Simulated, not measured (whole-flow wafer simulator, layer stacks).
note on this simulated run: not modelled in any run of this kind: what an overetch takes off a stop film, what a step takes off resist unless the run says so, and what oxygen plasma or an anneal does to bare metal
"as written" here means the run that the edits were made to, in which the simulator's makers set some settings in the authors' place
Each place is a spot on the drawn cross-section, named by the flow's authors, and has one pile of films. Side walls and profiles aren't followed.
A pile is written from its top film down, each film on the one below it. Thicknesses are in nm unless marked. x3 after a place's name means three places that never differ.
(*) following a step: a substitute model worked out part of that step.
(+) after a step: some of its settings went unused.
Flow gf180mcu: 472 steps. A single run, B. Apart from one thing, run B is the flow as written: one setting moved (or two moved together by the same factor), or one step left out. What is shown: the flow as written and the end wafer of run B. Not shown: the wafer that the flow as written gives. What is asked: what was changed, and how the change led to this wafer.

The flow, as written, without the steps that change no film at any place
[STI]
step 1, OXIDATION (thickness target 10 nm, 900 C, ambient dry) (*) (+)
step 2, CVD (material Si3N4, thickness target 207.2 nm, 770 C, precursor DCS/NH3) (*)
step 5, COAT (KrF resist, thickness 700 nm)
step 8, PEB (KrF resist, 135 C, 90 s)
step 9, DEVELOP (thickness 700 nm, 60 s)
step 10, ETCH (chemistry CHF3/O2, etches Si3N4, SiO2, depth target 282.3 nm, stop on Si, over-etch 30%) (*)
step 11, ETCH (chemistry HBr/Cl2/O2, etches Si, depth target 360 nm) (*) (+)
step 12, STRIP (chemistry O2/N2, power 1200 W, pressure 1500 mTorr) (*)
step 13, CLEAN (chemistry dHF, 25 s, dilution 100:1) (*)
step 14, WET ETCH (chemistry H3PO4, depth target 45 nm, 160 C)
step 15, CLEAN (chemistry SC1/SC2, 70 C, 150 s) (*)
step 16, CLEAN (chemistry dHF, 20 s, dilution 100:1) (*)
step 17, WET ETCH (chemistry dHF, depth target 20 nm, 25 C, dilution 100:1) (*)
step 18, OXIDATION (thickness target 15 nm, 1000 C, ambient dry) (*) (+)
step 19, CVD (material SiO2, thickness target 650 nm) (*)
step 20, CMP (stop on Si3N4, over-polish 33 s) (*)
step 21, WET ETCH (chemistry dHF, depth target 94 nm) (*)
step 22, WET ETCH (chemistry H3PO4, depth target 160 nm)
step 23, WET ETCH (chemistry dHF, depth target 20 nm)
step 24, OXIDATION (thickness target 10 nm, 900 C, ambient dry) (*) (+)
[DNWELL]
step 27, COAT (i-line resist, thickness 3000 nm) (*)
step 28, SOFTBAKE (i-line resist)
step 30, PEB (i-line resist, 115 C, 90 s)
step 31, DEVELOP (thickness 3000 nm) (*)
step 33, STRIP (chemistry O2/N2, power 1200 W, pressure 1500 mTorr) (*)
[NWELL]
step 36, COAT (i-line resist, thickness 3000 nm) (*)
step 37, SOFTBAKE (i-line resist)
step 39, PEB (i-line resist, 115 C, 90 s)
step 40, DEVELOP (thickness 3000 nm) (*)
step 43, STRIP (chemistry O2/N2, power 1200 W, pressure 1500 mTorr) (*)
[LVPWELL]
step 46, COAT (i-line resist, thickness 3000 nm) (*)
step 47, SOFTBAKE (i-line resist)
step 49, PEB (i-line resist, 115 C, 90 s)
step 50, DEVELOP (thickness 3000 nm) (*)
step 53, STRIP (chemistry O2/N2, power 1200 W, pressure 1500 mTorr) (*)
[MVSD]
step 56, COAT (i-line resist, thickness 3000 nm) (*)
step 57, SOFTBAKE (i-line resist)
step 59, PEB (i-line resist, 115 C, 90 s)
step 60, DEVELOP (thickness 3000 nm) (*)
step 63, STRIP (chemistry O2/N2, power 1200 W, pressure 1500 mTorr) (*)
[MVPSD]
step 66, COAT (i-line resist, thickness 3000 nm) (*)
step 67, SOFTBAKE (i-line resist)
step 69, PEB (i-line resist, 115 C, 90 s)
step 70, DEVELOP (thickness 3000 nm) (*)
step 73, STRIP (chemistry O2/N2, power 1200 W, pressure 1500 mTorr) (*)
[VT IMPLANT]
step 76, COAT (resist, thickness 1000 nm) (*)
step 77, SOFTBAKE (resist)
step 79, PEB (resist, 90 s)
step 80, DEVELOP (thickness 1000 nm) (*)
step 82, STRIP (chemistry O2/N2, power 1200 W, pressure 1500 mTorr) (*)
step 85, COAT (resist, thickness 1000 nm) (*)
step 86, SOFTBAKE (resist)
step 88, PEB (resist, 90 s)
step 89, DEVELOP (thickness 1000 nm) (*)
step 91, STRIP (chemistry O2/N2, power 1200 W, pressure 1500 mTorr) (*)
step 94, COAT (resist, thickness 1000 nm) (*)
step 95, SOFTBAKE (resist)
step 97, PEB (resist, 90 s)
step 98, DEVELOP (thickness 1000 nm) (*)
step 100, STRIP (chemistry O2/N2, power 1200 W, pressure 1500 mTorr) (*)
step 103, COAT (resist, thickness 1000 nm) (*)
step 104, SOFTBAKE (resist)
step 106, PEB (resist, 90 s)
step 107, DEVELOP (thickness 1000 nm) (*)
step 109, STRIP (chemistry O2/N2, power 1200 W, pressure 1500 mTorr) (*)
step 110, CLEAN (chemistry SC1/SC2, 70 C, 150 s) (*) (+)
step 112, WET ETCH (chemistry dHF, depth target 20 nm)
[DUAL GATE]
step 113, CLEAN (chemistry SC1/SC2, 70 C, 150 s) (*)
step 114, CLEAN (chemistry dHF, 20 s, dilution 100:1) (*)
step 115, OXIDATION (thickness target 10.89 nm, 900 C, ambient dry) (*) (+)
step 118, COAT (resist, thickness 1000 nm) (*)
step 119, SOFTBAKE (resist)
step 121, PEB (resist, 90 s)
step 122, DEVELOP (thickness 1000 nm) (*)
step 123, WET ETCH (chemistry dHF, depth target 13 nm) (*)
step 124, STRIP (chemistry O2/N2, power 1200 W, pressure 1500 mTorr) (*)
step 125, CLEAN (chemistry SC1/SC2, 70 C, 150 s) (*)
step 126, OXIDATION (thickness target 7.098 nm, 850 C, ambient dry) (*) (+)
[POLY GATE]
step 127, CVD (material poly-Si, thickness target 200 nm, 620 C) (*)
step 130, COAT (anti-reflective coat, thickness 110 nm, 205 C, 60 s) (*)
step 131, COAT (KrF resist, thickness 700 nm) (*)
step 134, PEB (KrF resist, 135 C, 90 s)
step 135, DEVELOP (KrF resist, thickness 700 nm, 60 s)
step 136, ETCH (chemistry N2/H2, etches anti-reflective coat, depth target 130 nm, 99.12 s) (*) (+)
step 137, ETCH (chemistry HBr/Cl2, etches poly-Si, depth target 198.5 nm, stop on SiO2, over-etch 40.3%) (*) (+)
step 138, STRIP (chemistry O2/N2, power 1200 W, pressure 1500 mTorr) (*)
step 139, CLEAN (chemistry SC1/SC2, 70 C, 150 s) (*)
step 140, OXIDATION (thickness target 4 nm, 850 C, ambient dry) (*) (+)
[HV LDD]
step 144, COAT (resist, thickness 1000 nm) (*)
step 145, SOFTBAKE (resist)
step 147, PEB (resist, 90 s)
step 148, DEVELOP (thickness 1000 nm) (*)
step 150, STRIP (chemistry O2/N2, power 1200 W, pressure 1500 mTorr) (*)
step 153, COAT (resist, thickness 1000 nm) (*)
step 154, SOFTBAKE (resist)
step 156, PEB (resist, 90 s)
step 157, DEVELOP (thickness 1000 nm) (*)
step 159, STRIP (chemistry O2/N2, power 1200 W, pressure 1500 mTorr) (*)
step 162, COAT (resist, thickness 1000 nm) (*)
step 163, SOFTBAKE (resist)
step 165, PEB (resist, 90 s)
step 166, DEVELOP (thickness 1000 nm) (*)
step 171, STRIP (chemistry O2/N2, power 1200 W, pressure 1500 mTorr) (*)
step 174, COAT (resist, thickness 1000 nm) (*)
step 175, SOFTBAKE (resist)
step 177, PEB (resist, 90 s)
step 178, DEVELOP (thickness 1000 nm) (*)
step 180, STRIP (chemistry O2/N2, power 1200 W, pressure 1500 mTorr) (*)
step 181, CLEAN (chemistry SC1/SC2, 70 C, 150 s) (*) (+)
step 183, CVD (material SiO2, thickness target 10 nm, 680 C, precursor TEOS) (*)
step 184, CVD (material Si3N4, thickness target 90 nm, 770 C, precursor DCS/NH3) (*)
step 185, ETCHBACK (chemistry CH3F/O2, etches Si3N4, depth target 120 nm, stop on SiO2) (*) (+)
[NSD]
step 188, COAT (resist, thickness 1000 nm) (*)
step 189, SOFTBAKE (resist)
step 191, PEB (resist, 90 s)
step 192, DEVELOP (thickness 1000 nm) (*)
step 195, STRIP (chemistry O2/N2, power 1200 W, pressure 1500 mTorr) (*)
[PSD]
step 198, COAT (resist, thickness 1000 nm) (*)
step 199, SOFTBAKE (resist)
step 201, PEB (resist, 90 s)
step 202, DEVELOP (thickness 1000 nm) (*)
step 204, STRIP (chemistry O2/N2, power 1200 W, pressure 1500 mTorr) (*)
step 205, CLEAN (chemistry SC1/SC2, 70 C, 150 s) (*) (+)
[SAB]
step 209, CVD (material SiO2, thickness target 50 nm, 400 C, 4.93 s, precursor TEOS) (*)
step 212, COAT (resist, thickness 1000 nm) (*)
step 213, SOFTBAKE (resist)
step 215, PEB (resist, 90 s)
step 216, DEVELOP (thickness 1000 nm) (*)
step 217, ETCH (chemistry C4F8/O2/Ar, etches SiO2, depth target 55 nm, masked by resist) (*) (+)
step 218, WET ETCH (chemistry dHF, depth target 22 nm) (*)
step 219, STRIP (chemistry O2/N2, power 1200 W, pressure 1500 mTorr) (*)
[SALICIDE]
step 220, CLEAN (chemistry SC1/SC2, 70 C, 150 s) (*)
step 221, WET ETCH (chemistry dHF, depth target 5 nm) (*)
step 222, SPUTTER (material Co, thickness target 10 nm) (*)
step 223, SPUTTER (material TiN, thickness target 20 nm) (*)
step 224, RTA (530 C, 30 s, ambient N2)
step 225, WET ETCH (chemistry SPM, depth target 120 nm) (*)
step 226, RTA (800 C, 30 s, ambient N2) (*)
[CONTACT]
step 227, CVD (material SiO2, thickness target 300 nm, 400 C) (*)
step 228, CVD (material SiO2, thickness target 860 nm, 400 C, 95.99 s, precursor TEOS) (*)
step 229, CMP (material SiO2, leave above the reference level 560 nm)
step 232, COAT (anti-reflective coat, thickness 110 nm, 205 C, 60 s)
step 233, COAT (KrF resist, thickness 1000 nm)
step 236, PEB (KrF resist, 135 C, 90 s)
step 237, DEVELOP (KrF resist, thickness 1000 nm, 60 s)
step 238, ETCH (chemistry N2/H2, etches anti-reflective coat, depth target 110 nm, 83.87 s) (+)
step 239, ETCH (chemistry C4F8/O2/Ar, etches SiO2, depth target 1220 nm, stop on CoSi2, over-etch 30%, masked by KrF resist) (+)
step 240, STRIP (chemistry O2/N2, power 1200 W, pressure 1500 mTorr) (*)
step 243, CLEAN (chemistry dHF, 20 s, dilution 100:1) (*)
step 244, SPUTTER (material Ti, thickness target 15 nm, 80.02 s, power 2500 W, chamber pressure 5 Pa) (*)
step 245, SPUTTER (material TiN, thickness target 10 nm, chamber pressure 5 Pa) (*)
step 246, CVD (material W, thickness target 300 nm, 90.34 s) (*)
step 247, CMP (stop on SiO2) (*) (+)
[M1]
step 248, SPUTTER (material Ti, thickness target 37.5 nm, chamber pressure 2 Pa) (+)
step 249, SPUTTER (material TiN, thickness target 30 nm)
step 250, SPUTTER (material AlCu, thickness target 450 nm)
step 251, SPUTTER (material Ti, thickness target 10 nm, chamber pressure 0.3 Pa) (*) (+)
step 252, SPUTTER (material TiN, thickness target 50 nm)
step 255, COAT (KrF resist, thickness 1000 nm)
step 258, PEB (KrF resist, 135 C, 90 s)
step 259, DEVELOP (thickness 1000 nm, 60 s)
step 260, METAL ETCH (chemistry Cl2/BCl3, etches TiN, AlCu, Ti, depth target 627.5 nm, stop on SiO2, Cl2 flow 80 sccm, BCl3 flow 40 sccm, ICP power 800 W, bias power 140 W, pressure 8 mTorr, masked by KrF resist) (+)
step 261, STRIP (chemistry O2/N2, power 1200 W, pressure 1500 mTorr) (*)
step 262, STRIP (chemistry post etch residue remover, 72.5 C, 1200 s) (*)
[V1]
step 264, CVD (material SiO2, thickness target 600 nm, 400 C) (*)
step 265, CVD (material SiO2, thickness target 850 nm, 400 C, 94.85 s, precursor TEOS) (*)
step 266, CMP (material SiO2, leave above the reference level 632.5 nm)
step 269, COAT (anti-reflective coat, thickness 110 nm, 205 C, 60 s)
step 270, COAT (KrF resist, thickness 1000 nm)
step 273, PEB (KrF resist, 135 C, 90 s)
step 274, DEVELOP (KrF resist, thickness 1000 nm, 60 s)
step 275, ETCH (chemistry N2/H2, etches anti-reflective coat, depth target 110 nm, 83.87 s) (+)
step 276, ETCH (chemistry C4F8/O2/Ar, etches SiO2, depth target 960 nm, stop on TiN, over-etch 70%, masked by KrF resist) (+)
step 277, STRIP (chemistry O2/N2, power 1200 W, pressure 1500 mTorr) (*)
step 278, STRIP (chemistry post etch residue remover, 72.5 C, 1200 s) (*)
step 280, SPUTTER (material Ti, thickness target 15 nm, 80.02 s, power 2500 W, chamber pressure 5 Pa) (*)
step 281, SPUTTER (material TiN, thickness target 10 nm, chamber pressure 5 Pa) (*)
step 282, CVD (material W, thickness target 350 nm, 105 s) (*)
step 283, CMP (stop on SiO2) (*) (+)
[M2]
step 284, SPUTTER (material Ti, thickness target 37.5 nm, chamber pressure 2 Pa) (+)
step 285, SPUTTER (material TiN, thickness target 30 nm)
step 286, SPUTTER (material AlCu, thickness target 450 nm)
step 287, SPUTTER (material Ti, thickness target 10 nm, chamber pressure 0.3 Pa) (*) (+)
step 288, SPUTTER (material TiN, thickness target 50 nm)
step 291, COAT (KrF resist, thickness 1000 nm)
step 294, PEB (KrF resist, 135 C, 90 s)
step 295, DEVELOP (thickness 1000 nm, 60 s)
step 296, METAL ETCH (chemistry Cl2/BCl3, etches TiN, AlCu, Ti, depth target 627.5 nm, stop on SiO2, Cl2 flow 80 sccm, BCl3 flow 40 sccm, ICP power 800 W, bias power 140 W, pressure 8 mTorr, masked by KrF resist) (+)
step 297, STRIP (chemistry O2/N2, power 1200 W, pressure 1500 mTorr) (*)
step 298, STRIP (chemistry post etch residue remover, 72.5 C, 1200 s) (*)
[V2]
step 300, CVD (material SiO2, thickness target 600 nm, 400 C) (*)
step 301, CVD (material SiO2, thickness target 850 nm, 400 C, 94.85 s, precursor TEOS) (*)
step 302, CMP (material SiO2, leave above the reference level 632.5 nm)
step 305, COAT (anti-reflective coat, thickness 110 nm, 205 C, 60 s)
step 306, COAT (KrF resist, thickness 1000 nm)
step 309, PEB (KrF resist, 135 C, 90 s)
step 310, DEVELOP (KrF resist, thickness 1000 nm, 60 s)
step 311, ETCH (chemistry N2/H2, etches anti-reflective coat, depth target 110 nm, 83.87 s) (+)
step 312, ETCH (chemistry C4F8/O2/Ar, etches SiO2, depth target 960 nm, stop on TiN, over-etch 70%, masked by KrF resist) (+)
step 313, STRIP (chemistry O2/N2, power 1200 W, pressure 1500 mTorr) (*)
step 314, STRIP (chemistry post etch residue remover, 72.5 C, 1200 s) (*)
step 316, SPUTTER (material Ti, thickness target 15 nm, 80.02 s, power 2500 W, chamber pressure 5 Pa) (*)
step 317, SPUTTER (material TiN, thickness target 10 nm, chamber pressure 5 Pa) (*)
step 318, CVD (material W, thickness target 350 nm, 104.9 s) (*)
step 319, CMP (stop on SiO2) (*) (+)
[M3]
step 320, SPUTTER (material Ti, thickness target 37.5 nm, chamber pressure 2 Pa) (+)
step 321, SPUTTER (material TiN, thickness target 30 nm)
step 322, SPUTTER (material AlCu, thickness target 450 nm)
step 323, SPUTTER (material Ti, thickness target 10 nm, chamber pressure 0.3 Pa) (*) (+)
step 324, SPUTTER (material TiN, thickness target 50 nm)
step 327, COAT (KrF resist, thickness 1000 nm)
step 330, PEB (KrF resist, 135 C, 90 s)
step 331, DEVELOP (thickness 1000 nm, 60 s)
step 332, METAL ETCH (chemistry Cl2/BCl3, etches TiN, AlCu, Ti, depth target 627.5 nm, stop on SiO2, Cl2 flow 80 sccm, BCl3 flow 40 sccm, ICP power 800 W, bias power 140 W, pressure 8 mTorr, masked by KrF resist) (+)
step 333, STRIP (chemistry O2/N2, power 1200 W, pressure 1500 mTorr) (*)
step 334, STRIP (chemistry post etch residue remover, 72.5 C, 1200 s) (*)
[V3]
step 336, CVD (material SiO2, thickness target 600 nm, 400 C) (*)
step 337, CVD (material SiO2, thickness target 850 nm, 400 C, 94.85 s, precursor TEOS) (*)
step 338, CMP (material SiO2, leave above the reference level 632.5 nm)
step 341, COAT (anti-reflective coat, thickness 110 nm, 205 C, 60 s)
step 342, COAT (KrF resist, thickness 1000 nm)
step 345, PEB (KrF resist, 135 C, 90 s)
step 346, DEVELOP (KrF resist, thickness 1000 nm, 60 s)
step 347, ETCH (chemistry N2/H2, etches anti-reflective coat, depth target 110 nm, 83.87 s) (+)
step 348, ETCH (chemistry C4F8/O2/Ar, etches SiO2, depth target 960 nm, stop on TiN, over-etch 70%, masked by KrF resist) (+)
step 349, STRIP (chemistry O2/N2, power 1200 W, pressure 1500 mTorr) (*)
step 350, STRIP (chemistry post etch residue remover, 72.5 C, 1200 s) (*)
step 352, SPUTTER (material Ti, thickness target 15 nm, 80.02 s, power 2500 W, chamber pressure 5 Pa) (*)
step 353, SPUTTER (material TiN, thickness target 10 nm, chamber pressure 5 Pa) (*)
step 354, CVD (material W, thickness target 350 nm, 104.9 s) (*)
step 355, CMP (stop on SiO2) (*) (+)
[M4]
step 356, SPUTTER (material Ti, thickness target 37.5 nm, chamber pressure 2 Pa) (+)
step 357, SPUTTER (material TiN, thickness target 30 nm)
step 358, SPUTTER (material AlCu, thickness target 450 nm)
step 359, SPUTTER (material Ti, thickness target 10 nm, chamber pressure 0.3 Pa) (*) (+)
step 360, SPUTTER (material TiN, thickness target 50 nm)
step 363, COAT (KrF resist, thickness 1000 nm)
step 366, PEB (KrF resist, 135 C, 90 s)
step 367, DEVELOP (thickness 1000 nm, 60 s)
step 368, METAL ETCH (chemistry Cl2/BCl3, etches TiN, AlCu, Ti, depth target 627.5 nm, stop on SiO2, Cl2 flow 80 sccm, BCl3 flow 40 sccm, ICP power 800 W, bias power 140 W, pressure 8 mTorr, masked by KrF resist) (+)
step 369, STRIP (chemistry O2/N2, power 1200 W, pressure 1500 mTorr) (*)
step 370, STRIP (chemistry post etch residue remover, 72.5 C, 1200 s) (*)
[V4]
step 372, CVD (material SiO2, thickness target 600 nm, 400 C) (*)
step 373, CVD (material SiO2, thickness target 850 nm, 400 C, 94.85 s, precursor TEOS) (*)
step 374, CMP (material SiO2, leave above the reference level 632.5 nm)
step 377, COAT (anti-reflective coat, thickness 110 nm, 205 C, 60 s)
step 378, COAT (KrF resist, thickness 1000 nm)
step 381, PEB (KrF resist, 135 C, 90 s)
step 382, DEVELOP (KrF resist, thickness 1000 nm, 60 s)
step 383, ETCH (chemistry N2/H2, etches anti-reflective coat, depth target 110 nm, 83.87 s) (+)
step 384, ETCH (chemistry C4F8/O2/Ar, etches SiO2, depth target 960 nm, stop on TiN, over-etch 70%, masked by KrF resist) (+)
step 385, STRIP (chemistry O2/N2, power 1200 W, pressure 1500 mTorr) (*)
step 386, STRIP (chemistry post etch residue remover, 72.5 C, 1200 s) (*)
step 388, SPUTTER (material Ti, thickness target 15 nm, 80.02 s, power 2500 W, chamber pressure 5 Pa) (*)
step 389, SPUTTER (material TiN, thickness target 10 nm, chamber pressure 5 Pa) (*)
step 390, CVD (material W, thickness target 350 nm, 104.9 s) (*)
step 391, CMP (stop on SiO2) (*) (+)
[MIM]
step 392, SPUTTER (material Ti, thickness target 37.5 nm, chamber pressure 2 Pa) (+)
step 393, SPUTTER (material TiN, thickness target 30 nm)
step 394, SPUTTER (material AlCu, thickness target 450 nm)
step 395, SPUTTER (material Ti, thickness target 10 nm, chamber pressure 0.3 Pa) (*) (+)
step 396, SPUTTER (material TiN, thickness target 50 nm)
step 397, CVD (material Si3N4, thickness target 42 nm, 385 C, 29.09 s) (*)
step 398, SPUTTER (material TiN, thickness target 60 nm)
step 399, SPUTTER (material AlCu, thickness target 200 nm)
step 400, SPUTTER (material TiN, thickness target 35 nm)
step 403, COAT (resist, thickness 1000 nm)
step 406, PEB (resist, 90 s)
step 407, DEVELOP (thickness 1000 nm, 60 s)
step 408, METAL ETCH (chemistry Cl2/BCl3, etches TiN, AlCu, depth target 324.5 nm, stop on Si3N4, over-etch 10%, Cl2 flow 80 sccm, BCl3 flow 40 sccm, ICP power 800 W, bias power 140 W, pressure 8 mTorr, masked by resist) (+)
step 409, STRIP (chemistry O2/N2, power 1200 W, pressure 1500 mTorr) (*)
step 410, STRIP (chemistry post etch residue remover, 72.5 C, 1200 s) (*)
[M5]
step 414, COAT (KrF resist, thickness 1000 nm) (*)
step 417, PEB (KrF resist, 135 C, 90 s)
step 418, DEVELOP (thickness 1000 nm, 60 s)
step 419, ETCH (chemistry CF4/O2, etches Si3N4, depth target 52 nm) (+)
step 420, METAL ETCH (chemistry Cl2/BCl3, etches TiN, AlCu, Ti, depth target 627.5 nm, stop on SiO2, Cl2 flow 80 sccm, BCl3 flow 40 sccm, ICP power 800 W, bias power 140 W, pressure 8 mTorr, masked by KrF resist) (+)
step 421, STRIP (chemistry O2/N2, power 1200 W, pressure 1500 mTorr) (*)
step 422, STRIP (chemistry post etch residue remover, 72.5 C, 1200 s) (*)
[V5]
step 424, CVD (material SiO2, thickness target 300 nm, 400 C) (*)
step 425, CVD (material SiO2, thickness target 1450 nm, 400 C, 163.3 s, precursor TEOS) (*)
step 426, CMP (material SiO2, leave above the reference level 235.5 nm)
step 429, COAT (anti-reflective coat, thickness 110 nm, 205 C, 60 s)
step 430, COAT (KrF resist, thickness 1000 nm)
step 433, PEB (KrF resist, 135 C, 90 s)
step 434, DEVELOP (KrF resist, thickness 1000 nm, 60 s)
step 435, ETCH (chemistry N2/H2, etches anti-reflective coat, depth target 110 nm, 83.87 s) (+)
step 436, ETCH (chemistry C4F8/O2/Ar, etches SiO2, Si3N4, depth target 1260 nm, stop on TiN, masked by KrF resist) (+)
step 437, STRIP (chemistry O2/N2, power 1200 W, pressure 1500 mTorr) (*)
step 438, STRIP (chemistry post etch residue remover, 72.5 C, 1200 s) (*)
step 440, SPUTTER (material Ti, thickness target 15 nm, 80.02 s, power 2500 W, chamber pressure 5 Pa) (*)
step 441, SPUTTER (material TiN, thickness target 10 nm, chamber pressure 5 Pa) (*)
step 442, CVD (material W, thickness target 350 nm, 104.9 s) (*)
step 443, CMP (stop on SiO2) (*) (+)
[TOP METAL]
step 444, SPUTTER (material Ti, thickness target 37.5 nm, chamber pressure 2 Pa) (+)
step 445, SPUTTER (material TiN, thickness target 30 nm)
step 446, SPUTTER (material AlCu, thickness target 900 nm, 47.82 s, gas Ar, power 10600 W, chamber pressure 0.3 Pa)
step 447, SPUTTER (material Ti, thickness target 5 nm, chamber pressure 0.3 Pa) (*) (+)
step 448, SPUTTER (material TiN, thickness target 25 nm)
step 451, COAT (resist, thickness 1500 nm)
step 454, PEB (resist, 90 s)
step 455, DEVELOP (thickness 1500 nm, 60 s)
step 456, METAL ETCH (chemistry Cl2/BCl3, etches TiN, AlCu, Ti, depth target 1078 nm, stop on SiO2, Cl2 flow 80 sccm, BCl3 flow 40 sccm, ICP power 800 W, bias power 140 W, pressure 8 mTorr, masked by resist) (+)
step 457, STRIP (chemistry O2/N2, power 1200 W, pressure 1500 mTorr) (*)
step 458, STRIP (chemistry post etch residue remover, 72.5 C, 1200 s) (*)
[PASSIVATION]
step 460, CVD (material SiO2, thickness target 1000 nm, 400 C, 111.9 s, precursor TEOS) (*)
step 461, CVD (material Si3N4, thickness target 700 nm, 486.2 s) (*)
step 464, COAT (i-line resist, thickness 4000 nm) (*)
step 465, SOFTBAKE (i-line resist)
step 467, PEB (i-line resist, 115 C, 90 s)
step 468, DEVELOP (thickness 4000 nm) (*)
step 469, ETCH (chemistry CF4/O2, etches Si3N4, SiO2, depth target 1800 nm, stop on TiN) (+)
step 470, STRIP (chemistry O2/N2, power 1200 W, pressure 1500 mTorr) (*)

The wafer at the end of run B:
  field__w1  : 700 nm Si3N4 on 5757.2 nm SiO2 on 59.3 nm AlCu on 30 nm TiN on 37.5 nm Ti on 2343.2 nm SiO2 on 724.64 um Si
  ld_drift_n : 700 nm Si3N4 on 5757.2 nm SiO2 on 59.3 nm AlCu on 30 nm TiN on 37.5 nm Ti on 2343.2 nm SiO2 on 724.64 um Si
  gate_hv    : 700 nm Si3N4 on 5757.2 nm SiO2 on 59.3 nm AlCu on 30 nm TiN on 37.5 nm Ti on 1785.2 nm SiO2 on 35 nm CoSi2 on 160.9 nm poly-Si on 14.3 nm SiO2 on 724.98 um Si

Cause: step 296, METAL ETCH: depth target 445 nm was run, while the flow as written has depth target 627.5 nm.

Step by step, how the change led to this:
  step 296, METAL ETCH (chemistry Cl2/BCl3, etches TiN, AlCu, Ti, depth target 627.5 nm, stop on SiO2, Cl2 flow 80 sccm, BCl3 flow 40 sccm, ICP power 800 W, bias power 140 W, pressure 8 mTorr, masked by KrF resist) (+)
      field, field__w1, field__w2 and 103 more: -50 TiN (all of it), -10 Ti (all of it), -385 AlCu (it would be, as written: -50 TiN (all of it), -10 Ti (all of it), -450 AlCu (all of it), -30 TiN (all of it), -37.5 Ti (all of it))
      field__w8, contact, m1, m1__w1, m1_nw: -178 KrF resist (it would be, as written: -251 KrF resist)
  step 297, STRIP (chemistry O2/N2, power 1200 W, pressure 1500 mTorr) (*)
      field__w8, contact, m1, m1__w1, m1_nw: -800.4 KrF resist (all of it) (it would be, as written: -727.4 KrF resist (all of it))
  step 298, STRIP (chemistry post etch residue remover, 72.5 C, 1200 s) (*)
      field, field__w1, field__w2 and 103 more: -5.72 AlCu (it would be, as written: nothing)
  step 300, CVD (material SiO2, thickness target 600 nm, 400 C) (*)
      field, field__w1, field__w2 and 103 more: +600 SiO2 (new film) (it would be, as written: +600 SiO2)
  step 302, CMP (material SiO2, leave above the reference level 632.5 nm)
      field, field__w1, field__w2 and 103 more: -426.8 SiO2 (it would be, as written: -300 SiO2)
Taking metal films that touch as one body, field__w1 has 1 body; the flow as written gives 0 bodies.
Taking metal films that touch as one body, ld_drift_n has 1 body; the flow as written gives 0 bodies.
Taking metal films that touch as one body, gate_hv has 2 bodies (between them, from the top down: SiO2 1785.2); the flow as written gives 1 body.
